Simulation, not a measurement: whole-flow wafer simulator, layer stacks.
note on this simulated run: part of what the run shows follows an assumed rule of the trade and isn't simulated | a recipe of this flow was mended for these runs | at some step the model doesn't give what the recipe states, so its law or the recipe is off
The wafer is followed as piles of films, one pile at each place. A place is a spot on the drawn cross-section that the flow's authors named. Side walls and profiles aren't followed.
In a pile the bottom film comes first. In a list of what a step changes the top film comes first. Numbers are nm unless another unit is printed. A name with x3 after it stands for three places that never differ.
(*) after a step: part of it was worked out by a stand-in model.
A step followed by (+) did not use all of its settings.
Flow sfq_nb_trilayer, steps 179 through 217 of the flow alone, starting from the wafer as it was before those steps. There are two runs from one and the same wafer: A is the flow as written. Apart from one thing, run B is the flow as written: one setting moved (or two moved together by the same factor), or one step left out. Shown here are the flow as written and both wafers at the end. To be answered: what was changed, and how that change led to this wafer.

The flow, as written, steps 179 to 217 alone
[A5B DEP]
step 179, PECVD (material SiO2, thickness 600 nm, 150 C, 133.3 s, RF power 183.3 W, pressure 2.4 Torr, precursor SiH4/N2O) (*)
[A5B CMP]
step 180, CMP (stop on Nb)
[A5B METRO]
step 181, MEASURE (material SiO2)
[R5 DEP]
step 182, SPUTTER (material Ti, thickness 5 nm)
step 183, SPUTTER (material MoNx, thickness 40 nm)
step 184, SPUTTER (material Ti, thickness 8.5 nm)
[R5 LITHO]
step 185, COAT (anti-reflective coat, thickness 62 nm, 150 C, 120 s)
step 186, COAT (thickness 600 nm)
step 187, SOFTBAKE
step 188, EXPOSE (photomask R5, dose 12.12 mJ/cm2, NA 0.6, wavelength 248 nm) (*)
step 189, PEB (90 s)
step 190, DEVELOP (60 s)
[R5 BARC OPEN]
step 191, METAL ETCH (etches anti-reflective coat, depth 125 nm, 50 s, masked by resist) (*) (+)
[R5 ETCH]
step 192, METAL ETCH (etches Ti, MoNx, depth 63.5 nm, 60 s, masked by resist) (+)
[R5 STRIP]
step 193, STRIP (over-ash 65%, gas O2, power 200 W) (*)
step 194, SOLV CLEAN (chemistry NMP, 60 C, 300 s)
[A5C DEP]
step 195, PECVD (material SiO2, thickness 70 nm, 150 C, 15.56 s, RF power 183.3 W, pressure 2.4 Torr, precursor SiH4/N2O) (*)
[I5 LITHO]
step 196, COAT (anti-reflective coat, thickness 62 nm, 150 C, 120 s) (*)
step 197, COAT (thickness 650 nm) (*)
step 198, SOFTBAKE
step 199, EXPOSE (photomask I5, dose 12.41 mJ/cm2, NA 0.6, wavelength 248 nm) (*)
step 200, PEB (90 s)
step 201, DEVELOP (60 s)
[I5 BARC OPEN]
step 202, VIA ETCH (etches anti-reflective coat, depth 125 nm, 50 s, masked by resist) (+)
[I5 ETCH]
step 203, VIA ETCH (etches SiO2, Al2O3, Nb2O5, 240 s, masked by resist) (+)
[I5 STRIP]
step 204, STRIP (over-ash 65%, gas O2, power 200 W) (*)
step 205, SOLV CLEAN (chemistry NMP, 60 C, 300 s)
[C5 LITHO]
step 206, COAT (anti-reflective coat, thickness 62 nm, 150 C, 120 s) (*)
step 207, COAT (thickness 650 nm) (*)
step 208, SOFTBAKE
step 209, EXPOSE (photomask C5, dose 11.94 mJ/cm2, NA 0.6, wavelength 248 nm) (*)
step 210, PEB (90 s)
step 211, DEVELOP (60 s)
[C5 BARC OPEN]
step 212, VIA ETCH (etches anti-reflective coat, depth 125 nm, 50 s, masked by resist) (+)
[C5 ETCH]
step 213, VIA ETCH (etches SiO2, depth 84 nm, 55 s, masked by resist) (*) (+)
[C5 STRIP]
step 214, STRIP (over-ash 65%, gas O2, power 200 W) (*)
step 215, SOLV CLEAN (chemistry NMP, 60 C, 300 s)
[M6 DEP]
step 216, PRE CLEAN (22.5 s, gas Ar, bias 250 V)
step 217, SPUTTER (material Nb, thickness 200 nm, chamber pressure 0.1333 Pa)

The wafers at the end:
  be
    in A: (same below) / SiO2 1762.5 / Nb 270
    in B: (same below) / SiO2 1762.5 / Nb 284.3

Cause: step 203, VIA ETCH: 170 s was run, though the flow has 240 s.

Step by step, how the change led to this:
  step 203, VIA ETCH (etches SiO2, Al2O3, Nb2O5, 240 s, masked by resist) (+)
      be: A SiO2 loses 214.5 (all of it), Al2O3 loses 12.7 (all of it), Nb2O5 loses 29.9 (all of it), Nb loses 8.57 | B SiO2 loses 214.5 (all of it), Al2O3 loses 12.7 (all of it), Nb2O5 loses 27.8
      field_l, v_sur, via_wl and 102 more: A KrF-resist-other-grade loses 240 | B KrF-resist-other-grade loses 170
  step 204, STRIP (over-ash 65%, gas O2, power 200 W) (*)
      p4_fl x5, p4_w1 x9, p3_s0 x9, l0r_line_l x3, l0r_space_c x19, m0r_space_l x2: A KrF-resist-other-grade loses 315.7 (all of it), anti-reflective coat loses 62 (all of it) | B KrF-resist-other-grade loses 385.7 (all of it), anti-reflective coat loses 62 (all of it)
      wl_b_sl, wl_b_m5, wl_b_sr and 14 more: A KrF-resist-other-grade loses 315.6 (all of it), anti-reflective coat loses 62 (all of it) | B KrF-resist-other-grade loses 385.6 (all of it), anti-reflective coat loses 62 (all of it)
      (and at 41 other places as well)
  step 216, PRE CLEAN (22.5 s, gas Ar, bias 250 V)
      be: A Nb loses 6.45 | B Nb2O5 loses 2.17 (all of it), Nb loses 3.36
